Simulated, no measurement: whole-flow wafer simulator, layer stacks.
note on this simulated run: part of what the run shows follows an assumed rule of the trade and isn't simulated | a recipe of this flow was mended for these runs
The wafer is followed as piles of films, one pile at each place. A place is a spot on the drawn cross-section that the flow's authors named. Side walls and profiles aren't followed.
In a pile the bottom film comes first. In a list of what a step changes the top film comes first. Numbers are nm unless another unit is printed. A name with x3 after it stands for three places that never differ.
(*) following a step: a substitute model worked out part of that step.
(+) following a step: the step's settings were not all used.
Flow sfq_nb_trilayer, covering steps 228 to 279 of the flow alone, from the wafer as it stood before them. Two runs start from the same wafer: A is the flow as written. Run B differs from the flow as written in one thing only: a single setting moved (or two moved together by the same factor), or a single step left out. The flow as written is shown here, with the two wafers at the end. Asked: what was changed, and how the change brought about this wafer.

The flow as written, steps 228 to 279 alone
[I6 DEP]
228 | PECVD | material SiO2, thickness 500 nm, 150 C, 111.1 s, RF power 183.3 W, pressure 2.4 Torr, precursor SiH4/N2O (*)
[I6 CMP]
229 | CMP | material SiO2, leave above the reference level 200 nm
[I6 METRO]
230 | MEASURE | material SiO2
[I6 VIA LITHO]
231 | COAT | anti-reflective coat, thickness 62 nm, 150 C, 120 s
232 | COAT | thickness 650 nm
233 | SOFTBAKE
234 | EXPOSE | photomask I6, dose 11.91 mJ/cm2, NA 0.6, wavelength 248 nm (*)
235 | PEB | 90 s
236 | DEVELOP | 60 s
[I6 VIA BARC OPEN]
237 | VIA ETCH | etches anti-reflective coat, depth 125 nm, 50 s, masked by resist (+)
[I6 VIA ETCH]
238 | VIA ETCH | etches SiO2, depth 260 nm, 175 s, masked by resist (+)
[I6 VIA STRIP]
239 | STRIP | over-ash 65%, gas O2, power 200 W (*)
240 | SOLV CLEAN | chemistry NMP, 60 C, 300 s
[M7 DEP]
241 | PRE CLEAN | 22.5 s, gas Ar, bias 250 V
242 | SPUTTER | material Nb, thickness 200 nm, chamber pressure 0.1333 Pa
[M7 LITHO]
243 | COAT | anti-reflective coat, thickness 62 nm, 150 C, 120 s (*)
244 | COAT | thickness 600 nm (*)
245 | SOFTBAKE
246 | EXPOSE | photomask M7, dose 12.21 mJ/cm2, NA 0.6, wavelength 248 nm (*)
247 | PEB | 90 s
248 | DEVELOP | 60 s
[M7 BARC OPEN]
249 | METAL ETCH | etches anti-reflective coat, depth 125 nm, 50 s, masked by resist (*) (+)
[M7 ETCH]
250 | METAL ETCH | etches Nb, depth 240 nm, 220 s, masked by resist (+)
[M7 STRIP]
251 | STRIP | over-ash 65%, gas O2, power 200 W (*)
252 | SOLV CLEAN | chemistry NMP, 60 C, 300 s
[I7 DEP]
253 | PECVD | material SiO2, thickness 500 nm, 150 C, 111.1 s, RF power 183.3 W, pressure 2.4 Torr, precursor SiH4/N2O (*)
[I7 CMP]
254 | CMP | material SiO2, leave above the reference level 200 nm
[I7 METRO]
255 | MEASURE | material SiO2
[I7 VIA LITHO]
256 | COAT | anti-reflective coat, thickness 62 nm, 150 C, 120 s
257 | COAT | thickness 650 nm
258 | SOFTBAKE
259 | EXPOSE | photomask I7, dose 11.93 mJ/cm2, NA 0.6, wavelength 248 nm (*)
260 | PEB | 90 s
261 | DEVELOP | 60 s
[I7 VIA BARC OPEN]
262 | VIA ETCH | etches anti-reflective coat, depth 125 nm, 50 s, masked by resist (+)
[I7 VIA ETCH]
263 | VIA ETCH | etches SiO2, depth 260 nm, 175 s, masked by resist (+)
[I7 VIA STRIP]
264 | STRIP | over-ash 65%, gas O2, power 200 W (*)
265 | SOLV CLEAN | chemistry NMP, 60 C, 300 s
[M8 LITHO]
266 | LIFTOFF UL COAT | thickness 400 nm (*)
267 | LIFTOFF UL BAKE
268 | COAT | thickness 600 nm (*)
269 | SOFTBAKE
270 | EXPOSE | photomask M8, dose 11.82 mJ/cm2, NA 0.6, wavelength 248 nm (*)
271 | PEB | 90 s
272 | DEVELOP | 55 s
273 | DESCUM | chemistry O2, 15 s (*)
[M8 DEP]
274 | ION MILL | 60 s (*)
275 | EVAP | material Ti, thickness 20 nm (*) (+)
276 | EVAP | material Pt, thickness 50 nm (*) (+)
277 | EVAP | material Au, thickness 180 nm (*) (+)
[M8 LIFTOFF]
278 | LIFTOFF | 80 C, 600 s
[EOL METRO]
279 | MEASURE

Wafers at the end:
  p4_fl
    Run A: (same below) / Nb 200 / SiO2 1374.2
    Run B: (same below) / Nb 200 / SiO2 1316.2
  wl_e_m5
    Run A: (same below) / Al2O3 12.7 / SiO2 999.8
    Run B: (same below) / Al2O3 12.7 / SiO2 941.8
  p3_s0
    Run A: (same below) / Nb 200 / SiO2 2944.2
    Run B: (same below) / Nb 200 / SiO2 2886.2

The reason: step 228, PECVD: thickness 250 nm was run, though the flow has thickness 500 nm; step 228, PECVD: 55.56 s was run, where the flow has 111.1 s.

The path from the change to this, step by step:
  228 | PECVD | material SiO2, thickness 500 nm, 150 C, 111.1 s, RF power 183.3 W, pressure 2.4 Torr, precursor SiH4/N2O (*)
      field_l, p4_fl, p4_fm and 62 more: A +500 SiO2 | B +250 SiO2
      v_sur, via_wl, via_w and 21 more: A +500 SiO2 (new film) | B +250 SiO2 (new film)
      (also at 17 further places)
  229 | CMP | material SiO2, leave above the reference level 200 nm
      field_l, p4_fl, p4_fm and 59 more: A -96 SiO2 | B nothing
      moat, field_r, lsp_l, ln_m5, lsp_m: A -89.5 SiO2 | B nothing
      (also at 39 further places)
  231 | COAT | anti-reflective coat, thickness 62 nm, 150 C, 120 s
      m0r_line_l, m0r_line_r, m7r_line_l, m7r_line_r: A +62 anti-reflective coat (new film) | B +41.9 anti-reflective coat (new film)
      m0r_space_l, m0r_space_r, m7r_space_l, m7r_space_r: A +62 anti-reflective coat (new film) | B +90.9 anti-reflective coat (new film)
      (also at 90 further places)
  232 | COAT | thickness 650 nm
      m0r_line_l, m0r_line_r, m7r_line_l, m7r_line_r: A +650 KrF-resist-other-grade (new film) | B +701.3 KrF-resist-other-grade (new film)
      via_sp, sp_r: A +650 KrF-resist-other-grade (new film) | B +614.8 KrF-resist-other-grade (new film)
      (also at 62 further places)
  236 | DEVELOP | 60 s
      via_v: A -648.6 KrF-resist-other-grade (all of it) | B -605.2 KrF-resist-other-grade (all of it)
  237 | VIA ETCH | etches anti-reflective coat, depth 125 nm, 50 s, masked by resist (+)
      via_v: A -62 anti-reflective coat (all of it), -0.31 SiO2 | B -59.7 anti-reflective coat (all of it), -0.33 SiO2
  239 | STRIP | over-ash 65%, gas O2, power 200 W (*)
      m0r_line_l, m0r_line_r, m7r_line_l, m7r_line_r: A -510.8 KrF-resist-other-grade (all of it), -62 anti-reflective coat (all of it) | B -562 KrF-resist-other-grade (all of it), -41.9 anti-reflective coat (all of it)
      m0r_space_l, m0r_space_r, m7r_space_l, m7r_space_r: A -510.8 KrF-resist-other-grade (all of it), -62 anti-reflective coat (all of it) | B -522 KrF-resist-other-grade (all of it), -90.9 anti-reflective coat (all of it)
      (also at 92 further places)
  242 | SPUTTER | material Nb, thickness 200 nm, chamber pressure 0.1333 Pa
      lsp_r, l0_sur, l0v: A +200 Nb (new film) | B +192.8 Nb (new film)
      be: A +200 Nb (new film) | B +132.3 Nb (new film)
      (also at 4 further places)
  243 | COAT | anti-reflective coat, thickness 62 nm, 150 C, 120 s (*)
      wl_a_m6, m0r_line_l, m0r_line_r, m7r_line_l, m7r_line_r: A +62 anti-reflective coat (new film) | B +39.7 anti-reflective coat (new film)
      m0r_space_l, m0r_space_r, m7r_space_l, m7r_space_r: A +62 anti-reflective coat (new film) | B +89.2 anti-reflective coat (new film)
      (also at 89 further places)
  244 | COAT | thickness 600 nm (*)
      m0r_line_l, m0r_line_r, m7r_line_l, m7r_line_r: A +600 KrF-resist-other-grade (new film) | B +650.8 KrF-resist-other-grade (new film)
      p3_l1, wl_e_sr: A +600 KrF-resist-other-grade (new film) | B +627.7 KrF-resist-other-grade (new film)
      (also at 63 further places)
  247 | PEB | 90 s
      be: A -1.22 KrF-resist-other-grade | B -1.74 KrF-resist-other-grade
  248 | DEVELOP | 60 s
      p3_l1, wl_e_sr: A -598.7 KrF-resist-other-grade (all of it) | B -626.4 KrF-resist-other-grade (all of it)
      l0r_line_r, r5r_line_r: A -598.7 KrF-resist-other-grade (all of it) | B -615.6 KrF-resist-other-grade (all of it)
      (also at 29 further places)
  249 | METAL ETCH | etches anti-reflective coat, depth 125 nm, 50 s, masked by resist (*) (+)
      m5r_linepad_l, m5r_linepad_r, m8r_pad_l, m8r_pad_r: A -62 anti-reflective coat (all of it) | B -125 anti-reflective coat
      m0r_space_l, m0r_space_r, m7r_space_l, m7r_space_r: A -62 anti-reflective coat (all of it) | B -89.2 anti-reflective coat (all of it)
      (also at 50 further places)
  250 | METAL ETCH | etches Nb, depth 240 nm, 220 s, masked by resist (+)
      m5r_linepad_l, m5r_linepad_r: A -200 Nb (all of it), -4 SiO2 | B -29 anti-reflective coat (all of it), -200 Nb (all of it), -1.1 SiO2
      m8r_pad_l, m8r_pad_r: A -200 Nb (all of it), -4 SiO2 | B -16.5 anti-reflective coat (all of it), -200 Nb (all of it), -2.35 SiO2
      (also at 2 further places)
  251 | STRIP | over-ash 65%, gas O2, power 200 W (*)
      m7r_line_l, m7r_line_r: A -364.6 KrF-resist-other-grade (all of it), -62 anti-reflective coat (all of it) | B -415.2 KrF-resist-other-grade (all of it), -39.7 anti-reflective coat (all of it)
      v_sur: A -360.6 KrF-resist-other-grade (all of it), -64.6 anti-reflective coat (all of it) | B -330 KrF-resist-other-grade (all of it), -28.8 anti-reflective coat (all of it)
      (also at 38 further places)
  253 | PECVD | material SiO2, thickness 500 nm, 150 C, 111.1 s, RF power 183.3 W, pressure 2.4 Torr, precursor SiH4/N2O (*)
      wl_c_sl, m6r_space_l, m6r_space_r: A +500 SiO2 | B +511.1 SiO2
      be: A +500 SiO2 (new film) | B +343.3 SiO2 (new film)
      (also at 2 further places)
  ... 9 further steps ...
  278 | LIFTOFF | 80 C, 600 s
      m0r_line_l, m0r_line_r: A -180 Au (all of it), -50 Pt (all of it), -20 Ti (all of it), -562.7 KrF-resist-other-grade (all of it), -400 lift-off-underlayer (all of it) | B -180 Au (all of it), -50 Pt (all of it), -20 Ti (all of it), -567.3 KrF-resist-other-grade (all of it), -415.5 lift-off-underlayer (all of it)
      m0r_space_l, m0r_space_r: A -180 Au (all of it), -50 Pt (all of it), -20 Ti (all of it), -562.7 KrF-resist-other-grade (all of it), -400 lift-off-underlayer (all of it) | B -180 Au (all of it), -50 Pt (all of it), -20 Ti (all of it), -563.9 KrF-resist-other-grade (all of it), -419.8 lift-off-underlayer (all of it)
      (also at 48 further places)
